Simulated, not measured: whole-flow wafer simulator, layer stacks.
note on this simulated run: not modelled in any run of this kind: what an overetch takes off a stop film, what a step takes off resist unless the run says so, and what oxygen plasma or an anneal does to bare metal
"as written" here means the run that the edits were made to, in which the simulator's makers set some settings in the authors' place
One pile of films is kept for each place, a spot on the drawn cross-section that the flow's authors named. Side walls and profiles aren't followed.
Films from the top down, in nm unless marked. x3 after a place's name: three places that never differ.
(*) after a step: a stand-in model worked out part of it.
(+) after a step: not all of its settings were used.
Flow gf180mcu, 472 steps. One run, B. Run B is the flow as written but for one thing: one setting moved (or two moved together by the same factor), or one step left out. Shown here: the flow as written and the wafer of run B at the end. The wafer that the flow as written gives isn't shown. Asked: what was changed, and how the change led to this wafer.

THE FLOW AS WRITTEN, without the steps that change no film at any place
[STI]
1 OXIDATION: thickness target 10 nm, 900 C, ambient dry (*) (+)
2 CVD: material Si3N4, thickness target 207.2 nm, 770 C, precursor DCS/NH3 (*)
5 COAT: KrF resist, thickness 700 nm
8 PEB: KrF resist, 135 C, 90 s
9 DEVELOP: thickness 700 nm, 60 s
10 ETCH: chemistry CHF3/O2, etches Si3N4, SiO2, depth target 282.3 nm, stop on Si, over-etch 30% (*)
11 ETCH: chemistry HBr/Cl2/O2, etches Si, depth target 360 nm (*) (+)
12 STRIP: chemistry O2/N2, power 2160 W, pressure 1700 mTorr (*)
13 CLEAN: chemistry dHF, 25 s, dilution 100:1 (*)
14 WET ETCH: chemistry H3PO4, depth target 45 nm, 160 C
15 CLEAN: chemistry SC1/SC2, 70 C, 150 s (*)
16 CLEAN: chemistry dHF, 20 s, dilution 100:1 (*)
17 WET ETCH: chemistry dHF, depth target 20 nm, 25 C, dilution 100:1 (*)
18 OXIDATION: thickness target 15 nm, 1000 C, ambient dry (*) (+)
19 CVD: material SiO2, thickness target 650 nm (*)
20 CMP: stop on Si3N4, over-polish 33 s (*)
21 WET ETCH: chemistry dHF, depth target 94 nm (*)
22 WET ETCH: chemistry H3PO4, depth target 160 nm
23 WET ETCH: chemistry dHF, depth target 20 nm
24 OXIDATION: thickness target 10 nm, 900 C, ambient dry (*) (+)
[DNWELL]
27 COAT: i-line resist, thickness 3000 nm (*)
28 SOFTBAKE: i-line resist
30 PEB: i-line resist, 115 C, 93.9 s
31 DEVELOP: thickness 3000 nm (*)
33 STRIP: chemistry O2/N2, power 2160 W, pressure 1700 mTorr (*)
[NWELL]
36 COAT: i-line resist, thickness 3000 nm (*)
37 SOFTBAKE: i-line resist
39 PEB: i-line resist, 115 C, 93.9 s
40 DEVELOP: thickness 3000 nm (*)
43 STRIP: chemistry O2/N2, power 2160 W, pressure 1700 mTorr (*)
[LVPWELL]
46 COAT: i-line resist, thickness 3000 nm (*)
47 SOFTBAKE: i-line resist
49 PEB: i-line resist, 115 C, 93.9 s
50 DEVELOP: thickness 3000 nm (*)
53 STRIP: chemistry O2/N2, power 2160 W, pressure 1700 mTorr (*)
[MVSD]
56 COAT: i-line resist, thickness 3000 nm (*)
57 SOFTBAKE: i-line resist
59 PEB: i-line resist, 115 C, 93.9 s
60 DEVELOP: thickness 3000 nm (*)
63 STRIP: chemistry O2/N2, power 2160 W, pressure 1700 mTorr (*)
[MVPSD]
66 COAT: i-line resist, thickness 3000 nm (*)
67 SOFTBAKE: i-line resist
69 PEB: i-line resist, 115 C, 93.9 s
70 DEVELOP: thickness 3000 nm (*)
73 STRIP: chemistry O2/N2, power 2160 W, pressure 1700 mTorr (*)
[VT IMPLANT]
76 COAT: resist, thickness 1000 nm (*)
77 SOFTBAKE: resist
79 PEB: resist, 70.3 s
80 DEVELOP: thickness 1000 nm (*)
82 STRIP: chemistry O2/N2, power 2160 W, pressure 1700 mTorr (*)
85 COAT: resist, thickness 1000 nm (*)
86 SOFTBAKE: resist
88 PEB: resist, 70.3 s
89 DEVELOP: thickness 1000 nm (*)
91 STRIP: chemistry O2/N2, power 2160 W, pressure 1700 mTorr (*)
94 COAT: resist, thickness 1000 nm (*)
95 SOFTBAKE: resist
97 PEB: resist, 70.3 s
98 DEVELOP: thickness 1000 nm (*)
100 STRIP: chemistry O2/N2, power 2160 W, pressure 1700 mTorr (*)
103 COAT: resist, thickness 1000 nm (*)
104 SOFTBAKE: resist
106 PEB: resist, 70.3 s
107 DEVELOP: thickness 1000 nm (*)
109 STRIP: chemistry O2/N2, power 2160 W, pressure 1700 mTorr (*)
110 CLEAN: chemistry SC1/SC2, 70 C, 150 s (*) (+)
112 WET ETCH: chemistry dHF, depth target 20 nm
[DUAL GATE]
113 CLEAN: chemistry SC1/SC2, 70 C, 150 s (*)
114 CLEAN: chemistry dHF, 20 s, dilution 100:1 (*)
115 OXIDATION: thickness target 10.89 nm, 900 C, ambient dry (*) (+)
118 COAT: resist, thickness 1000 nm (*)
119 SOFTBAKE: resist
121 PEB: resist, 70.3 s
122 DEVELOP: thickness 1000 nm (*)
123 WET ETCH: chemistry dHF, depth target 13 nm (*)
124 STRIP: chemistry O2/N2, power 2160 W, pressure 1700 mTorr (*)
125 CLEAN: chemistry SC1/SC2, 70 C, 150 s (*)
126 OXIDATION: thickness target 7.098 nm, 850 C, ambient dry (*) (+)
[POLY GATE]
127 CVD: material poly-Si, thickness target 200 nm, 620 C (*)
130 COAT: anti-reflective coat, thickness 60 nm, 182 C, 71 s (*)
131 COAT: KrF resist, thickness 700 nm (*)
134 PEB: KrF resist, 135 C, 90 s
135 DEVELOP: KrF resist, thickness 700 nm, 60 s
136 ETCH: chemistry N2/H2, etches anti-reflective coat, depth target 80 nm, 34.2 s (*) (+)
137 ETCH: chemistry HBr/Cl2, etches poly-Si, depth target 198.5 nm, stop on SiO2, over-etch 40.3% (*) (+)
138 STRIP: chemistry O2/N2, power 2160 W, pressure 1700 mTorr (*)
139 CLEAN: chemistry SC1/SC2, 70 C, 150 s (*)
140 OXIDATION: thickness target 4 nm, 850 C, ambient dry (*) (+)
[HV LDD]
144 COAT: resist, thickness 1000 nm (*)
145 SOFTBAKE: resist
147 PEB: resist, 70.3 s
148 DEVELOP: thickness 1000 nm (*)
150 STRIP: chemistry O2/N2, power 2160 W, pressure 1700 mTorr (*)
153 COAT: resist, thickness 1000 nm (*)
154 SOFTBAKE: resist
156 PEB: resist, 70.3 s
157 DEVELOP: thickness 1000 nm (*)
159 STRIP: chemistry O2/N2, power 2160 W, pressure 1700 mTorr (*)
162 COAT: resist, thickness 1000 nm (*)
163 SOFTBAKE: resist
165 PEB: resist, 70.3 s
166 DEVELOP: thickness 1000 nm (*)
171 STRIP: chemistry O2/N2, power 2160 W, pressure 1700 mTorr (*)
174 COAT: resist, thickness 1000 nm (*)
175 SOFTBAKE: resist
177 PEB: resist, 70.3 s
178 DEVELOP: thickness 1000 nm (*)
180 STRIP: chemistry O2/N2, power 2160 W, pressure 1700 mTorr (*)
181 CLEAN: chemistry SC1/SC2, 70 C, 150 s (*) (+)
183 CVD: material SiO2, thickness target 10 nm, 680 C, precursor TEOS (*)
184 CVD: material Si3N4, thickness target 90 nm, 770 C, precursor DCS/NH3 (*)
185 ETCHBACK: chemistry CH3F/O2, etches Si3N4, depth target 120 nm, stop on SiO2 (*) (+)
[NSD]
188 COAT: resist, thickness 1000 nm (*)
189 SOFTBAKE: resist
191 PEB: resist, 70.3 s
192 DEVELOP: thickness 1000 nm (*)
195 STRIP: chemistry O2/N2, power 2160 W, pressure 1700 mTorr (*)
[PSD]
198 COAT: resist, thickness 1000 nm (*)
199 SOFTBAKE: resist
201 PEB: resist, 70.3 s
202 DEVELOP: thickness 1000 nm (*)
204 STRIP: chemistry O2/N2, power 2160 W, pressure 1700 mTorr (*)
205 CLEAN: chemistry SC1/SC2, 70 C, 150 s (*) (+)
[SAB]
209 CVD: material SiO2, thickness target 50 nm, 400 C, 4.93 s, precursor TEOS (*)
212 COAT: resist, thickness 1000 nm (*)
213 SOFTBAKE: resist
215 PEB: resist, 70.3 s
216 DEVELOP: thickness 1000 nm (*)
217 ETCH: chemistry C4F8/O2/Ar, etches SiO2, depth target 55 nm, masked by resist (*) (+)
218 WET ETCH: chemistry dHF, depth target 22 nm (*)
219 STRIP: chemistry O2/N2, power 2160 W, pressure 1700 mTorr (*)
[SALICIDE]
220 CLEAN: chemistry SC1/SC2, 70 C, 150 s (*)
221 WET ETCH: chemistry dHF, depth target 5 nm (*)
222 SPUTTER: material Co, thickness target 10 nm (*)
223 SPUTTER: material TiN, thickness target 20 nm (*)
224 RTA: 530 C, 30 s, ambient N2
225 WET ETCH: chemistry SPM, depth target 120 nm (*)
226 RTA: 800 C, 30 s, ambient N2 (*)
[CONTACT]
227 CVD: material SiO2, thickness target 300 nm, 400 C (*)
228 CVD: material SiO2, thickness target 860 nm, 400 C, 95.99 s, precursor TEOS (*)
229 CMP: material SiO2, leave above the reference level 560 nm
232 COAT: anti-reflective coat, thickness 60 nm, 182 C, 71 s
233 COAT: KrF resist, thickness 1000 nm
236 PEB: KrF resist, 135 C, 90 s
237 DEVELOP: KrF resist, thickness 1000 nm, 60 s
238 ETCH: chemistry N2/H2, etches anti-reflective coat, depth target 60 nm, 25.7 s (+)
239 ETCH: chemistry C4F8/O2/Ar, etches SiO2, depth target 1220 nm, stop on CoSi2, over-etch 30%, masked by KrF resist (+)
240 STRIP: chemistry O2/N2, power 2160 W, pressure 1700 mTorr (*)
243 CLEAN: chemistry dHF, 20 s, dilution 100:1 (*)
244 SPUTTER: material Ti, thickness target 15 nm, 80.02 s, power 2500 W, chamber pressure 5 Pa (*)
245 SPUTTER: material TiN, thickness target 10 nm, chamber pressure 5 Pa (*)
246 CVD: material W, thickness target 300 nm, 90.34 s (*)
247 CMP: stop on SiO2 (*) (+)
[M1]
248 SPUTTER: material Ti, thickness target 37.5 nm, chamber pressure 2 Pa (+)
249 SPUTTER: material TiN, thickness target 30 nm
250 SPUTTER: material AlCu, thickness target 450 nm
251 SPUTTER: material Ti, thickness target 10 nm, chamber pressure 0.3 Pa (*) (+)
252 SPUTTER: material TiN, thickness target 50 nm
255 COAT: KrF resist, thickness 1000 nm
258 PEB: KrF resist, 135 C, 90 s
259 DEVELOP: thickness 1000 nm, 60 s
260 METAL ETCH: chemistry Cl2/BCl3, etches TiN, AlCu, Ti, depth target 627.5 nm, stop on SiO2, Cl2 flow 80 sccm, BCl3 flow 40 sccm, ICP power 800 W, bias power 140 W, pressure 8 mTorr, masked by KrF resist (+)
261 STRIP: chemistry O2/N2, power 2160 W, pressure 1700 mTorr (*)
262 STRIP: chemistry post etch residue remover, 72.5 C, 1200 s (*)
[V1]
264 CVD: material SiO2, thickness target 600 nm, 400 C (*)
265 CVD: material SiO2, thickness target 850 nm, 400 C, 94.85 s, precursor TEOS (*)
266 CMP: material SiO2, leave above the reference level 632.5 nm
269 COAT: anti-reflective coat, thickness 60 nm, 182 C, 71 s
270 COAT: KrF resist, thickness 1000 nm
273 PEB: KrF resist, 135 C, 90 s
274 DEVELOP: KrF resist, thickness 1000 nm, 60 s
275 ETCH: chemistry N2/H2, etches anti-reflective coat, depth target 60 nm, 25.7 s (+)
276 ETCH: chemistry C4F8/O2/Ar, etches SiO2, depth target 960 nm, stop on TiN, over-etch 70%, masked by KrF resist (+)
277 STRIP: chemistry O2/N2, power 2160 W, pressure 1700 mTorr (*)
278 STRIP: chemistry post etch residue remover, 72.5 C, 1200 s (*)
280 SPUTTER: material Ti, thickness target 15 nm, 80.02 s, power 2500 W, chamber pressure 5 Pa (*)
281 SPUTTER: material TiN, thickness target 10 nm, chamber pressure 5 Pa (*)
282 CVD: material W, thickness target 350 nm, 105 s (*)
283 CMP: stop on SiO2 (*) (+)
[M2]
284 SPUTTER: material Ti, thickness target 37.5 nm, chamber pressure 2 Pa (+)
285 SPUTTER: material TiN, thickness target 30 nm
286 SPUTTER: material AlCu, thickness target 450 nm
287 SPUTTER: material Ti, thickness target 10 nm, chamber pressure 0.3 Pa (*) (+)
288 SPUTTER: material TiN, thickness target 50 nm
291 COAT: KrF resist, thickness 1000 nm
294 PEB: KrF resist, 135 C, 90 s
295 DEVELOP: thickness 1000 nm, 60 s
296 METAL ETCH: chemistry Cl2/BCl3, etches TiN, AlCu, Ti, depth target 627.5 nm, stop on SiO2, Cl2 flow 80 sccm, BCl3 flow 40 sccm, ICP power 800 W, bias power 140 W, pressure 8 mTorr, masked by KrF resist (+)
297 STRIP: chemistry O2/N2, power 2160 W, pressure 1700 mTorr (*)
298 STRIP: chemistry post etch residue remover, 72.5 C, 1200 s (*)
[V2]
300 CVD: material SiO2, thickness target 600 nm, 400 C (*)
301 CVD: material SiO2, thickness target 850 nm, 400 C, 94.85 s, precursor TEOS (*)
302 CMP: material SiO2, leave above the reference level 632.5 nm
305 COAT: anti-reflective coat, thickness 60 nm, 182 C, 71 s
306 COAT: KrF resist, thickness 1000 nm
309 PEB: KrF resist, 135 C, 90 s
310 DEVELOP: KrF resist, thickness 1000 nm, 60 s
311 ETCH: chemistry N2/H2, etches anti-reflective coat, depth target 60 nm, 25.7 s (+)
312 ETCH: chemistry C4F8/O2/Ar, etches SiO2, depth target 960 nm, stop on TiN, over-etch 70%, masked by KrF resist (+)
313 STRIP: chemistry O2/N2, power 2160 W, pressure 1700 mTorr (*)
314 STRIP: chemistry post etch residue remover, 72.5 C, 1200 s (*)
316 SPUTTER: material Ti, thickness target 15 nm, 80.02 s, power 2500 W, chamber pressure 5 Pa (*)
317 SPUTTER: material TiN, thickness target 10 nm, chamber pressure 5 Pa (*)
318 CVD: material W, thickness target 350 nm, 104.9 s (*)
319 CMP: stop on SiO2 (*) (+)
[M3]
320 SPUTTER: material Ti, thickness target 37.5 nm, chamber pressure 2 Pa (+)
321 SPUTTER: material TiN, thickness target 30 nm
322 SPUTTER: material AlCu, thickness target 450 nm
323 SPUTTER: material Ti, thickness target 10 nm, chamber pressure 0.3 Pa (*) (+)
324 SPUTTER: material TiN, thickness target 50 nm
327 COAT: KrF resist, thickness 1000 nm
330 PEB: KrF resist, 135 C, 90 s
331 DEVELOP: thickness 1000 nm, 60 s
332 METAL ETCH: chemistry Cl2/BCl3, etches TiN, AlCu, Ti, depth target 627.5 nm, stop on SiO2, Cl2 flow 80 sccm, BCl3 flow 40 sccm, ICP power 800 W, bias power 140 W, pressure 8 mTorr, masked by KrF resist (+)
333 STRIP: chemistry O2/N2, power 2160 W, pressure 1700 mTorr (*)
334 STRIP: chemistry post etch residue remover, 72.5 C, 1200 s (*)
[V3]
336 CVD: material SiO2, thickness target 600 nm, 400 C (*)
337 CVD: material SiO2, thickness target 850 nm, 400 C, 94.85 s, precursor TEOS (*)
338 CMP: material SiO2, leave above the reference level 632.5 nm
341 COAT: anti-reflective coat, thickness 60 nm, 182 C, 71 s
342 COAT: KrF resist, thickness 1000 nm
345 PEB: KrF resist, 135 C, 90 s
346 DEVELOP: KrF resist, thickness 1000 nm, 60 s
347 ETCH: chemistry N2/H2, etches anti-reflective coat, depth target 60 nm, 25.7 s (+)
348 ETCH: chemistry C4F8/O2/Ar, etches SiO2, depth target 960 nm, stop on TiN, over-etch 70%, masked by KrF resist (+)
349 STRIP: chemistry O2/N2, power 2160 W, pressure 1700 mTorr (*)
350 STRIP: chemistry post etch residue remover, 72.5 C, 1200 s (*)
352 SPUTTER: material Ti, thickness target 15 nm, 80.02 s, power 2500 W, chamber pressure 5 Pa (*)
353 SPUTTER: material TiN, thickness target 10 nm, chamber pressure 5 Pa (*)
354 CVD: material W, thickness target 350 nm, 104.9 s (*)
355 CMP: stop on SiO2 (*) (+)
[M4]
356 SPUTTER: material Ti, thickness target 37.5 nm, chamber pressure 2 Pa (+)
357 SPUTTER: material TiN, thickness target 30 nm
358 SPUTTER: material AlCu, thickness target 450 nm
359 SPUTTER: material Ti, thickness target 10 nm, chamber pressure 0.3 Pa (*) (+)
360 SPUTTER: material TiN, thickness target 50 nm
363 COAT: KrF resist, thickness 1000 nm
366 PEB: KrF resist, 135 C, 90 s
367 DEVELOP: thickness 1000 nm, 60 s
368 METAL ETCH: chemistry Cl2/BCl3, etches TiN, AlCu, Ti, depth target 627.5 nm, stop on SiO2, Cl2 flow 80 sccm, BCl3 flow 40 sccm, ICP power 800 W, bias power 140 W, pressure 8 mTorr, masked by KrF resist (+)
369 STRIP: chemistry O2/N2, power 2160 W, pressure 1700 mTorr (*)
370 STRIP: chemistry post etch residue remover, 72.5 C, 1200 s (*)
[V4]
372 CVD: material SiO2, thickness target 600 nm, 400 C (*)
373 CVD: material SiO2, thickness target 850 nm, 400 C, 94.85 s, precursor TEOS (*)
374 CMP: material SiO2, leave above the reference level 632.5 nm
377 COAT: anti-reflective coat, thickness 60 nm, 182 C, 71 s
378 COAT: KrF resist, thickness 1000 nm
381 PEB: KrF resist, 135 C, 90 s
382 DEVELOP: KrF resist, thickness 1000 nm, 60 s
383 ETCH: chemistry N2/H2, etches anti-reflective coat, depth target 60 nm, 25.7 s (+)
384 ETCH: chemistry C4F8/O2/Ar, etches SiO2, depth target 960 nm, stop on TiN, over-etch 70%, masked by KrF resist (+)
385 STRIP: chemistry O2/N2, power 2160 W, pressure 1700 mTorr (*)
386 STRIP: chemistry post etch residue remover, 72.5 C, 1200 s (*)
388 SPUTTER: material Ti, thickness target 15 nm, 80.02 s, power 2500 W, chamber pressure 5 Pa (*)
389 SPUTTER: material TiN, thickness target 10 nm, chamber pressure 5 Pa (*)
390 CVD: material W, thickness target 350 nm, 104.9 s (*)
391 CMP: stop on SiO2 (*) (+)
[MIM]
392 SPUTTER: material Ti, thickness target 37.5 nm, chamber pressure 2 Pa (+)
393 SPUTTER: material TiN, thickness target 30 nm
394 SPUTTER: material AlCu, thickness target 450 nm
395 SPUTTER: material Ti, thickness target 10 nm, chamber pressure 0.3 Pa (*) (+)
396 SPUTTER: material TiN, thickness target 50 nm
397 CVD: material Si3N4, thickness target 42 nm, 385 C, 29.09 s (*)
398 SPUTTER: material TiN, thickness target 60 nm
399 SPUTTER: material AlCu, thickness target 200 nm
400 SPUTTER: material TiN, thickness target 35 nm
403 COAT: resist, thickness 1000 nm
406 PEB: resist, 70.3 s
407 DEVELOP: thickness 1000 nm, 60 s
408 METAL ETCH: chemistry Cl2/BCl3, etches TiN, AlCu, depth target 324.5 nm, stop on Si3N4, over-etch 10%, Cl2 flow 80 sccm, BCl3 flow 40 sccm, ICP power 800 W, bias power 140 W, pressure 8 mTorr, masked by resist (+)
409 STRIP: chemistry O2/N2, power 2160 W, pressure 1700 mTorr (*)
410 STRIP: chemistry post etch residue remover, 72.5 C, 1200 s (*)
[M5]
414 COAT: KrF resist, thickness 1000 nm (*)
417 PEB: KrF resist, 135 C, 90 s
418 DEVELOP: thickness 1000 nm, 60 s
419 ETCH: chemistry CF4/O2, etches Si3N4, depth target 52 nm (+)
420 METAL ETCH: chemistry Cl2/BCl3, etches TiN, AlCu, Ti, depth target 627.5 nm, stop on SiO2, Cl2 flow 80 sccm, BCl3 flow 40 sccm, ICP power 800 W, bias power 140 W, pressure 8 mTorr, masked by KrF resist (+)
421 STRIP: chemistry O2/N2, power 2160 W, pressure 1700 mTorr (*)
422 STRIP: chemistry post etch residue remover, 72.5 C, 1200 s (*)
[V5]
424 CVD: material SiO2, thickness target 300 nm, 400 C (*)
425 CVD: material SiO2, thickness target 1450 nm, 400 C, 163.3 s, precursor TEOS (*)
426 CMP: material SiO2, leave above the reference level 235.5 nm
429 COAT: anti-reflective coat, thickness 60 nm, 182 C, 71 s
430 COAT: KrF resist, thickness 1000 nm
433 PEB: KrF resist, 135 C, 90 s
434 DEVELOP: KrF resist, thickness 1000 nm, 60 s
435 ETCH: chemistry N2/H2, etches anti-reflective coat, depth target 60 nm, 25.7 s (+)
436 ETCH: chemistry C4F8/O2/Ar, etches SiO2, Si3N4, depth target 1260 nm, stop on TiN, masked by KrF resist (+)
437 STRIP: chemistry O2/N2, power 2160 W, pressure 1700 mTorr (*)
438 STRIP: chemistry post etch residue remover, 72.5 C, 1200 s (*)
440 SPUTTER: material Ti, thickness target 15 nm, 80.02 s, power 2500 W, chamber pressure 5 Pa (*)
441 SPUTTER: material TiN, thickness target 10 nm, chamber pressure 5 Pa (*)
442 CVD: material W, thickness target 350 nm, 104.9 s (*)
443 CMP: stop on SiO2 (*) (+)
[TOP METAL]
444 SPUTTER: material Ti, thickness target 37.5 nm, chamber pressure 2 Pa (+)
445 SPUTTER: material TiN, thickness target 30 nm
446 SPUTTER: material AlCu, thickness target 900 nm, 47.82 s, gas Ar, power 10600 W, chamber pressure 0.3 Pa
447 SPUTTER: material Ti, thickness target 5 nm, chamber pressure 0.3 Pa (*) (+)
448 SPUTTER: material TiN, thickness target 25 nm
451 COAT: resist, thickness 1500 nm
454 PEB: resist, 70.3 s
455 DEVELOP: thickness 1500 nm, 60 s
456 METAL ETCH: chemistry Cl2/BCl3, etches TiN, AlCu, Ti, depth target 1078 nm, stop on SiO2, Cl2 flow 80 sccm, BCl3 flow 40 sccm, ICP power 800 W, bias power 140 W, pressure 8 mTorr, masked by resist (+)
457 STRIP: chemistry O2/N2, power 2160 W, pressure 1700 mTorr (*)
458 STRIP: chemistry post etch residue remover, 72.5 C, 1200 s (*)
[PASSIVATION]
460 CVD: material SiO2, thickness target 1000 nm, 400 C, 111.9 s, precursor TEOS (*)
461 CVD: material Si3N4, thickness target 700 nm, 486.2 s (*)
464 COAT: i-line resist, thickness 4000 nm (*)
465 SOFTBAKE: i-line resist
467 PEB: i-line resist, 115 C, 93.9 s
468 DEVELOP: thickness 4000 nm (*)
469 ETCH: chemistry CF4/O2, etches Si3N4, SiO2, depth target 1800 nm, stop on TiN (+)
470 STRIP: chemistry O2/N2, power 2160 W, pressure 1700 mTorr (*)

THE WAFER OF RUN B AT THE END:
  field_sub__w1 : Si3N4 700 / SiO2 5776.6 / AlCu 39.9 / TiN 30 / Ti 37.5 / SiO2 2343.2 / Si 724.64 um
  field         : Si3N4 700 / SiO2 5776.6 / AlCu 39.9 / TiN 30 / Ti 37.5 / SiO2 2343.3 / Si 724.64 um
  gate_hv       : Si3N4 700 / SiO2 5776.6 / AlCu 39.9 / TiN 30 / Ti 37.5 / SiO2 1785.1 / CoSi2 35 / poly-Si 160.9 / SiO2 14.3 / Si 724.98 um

The cause: step 296, METAL ETCH: depth target 464.4 nm was run, where the flow has depth target 627.5 nm.

How the change led to this, step by step:
  296 METAL ETCH: chemistry Cl2/BCl3, etches TiN, AlCu, Ti, depth target 627.5 nm, stop on SiO2, Cl2 flow 80 sccm, BCl3 flow 40 sccm, ICP power 800 W, bias power 140 W, pressure 8 mTorr, masked by KrF resist (+)
      field, field__w1, field__w2 and 103 more: TiN -50 (all of it), Ti -10 (all of it), AlCu -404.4 (as written it would be: TiN -50 (all of it), Ti -10 (all of it), AlCu -450 (all of it), TiN -30 (all of it), Ti -37.5 (all of it))
      field__w8, contact, m1, m1__w1, m1_nw: KrF resist -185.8 (as written it would be: KrF resist -251)
  297 STRIP: chemistry O2/N2, power 2160 W, pressure 1700 mTorr (*)
      field__w8, contact, m1, m1__w1, m1_nw: KrF resist -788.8 (all of it) (as written it would be: KrF resist -723.5 (all of it))
  298 STRIP: chemistry post etch residue remover, 72.5 C, 1200 s (*)
      field, field__w1, field__w2 and 103 more: AlCu -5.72 (as written it would be: nothing)
  300 CVD: material SiO2, thickness target 600 nm, 400 C (*)
      field, field__w1, field__w2 and 103 more: SiO2 +600 (new film) (as written it would be: SiO2 +600)
  302 CMP: material SiO2, leave above the reference level 632.5 nm
      field, field__w1, field__w2 and 103 more: SiO2 -407.4 (as written it would be: SiO2 -300)
Counting metal films that touch as one body, field_sub__w1 has 1 body; the flow as written gives 0 bodies.
Counting metal films that touch as one body, field has 1 body; the flow as written gives 0 bodies.
Counting metal films that touch as one body, gate_hv has 2 bodies (between them, from the top down: SiO2 1785.1); the flow as written gives 1 body.
